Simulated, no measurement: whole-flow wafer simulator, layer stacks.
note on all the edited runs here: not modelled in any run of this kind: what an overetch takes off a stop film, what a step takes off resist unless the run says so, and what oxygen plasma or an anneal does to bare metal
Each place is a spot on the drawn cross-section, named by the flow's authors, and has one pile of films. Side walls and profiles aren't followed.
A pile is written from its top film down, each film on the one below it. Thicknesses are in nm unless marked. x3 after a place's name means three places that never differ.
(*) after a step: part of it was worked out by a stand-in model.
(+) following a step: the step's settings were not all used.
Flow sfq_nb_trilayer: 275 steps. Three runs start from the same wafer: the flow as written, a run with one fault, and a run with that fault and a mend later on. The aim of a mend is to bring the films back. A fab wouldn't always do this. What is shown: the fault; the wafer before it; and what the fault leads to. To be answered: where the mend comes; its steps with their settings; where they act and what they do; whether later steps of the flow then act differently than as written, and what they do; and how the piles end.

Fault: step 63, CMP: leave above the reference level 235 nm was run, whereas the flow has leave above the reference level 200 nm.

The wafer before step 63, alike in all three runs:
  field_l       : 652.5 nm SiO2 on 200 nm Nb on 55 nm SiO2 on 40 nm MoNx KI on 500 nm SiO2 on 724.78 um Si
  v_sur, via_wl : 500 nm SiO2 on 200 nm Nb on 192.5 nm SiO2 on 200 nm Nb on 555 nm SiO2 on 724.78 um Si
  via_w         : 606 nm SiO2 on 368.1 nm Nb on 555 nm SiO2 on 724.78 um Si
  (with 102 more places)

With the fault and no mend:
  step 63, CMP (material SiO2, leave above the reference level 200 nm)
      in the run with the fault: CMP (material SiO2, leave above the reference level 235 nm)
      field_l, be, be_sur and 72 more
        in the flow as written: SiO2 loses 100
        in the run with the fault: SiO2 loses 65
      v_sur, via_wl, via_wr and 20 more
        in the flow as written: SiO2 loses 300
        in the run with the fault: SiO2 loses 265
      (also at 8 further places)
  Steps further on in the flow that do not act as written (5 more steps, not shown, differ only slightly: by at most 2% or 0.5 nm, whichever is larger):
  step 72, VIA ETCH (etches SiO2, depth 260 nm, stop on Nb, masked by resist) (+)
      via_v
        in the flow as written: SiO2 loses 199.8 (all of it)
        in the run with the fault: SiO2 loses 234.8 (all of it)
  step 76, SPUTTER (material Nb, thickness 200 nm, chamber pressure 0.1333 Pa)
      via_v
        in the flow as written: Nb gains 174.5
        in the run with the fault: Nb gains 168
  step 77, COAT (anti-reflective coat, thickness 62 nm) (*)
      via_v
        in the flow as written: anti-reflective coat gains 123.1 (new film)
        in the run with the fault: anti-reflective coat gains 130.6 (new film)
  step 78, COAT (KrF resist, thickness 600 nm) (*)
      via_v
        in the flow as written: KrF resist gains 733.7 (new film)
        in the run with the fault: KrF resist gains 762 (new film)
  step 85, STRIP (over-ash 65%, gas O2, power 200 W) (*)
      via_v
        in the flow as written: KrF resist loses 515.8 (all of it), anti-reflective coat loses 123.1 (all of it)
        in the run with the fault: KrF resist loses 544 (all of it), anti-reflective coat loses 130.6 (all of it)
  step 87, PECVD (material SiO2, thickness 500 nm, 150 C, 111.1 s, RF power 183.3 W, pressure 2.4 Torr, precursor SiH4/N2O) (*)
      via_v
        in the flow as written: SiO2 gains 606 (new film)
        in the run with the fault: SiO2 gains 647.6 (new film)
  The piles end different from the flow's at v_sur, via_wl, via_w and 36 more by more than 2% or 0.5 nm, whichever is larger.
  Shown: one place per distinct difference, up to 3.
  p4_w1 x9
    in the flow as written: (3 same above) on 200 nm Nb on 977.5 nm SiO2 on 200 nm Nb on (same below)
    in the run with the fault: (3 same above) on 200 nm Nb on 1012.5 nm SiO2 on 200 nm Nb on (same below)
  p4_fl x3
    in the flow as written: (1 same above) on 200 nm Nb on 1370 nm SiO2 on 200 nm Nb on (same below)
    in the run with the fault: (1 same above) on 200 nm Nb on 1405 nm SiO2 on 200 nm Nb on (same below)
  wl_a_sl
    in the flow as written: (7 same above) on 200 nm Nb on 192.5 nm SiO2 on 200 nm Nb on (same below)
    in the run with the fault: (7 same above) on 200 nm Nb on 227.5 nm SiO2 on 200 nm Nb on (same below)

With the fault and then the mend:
  The mend stands after step 70.
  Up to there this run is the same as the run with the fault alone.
  step 70a, STRIP (over-ash 65%, gas O2, power 200 W) (*)
      field_l, v_sur, via_wl and 102 more
        KrF resist loses 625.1 (all of it), anti-reflective coat loses 62 (all of it)
      via_v
        anti-reflective coat loses 62 (all of it)
  step 70b, CMP (material SiO2, leave above the reference level 200 nm) (the flow's step 63 again)
      field_l, v_sur, via_wl and 103 more
        SiO2 loses 35
  step 70c, COAT (anti-reflective coat, thickness 62 nm) (the flow's step 65 again)
      field_l, v_sur, via_wl and 103 more
        anti-reflective coat gains 62 (new film)
  step 70d, COAT (KrF resist, thickness 650 nm) (the flow's step 66 again)
      field_l, v_sur, via_wl and 103 more
        KrF resist gains 650 (new film)
  step 70e, SOFTBAKE (KrF resist) (the flow's step 67 again)
      alters no film at any place that is followed
  step 70f, EXPOSE (photomask I1, dose 11.91 mJ/cm2, NA 0.6, wavelength 248 nm) (*) (the flow's step 68 again)
      alters no film at any place that is followed
  step 70g, PEB (KrF resist, 90 s) (the flow's step 69 again)
      field_l, v_sur, via_wl and 103 more
        KrF resist loses 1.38
  step 70h, DEVELOP (KrF resist, thickness 650 nm, 60 s) (the flow's step 70 again)
      field_l, v_sur, via_wl and 102 more
        KrF resist loses 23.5
      via_v
        KrF resist loses 648.6 (all of it)
  Later steps of the flow that are run all act as written at every place that is followed.
  By the end, the piles equal the flow's at every place that both follow.
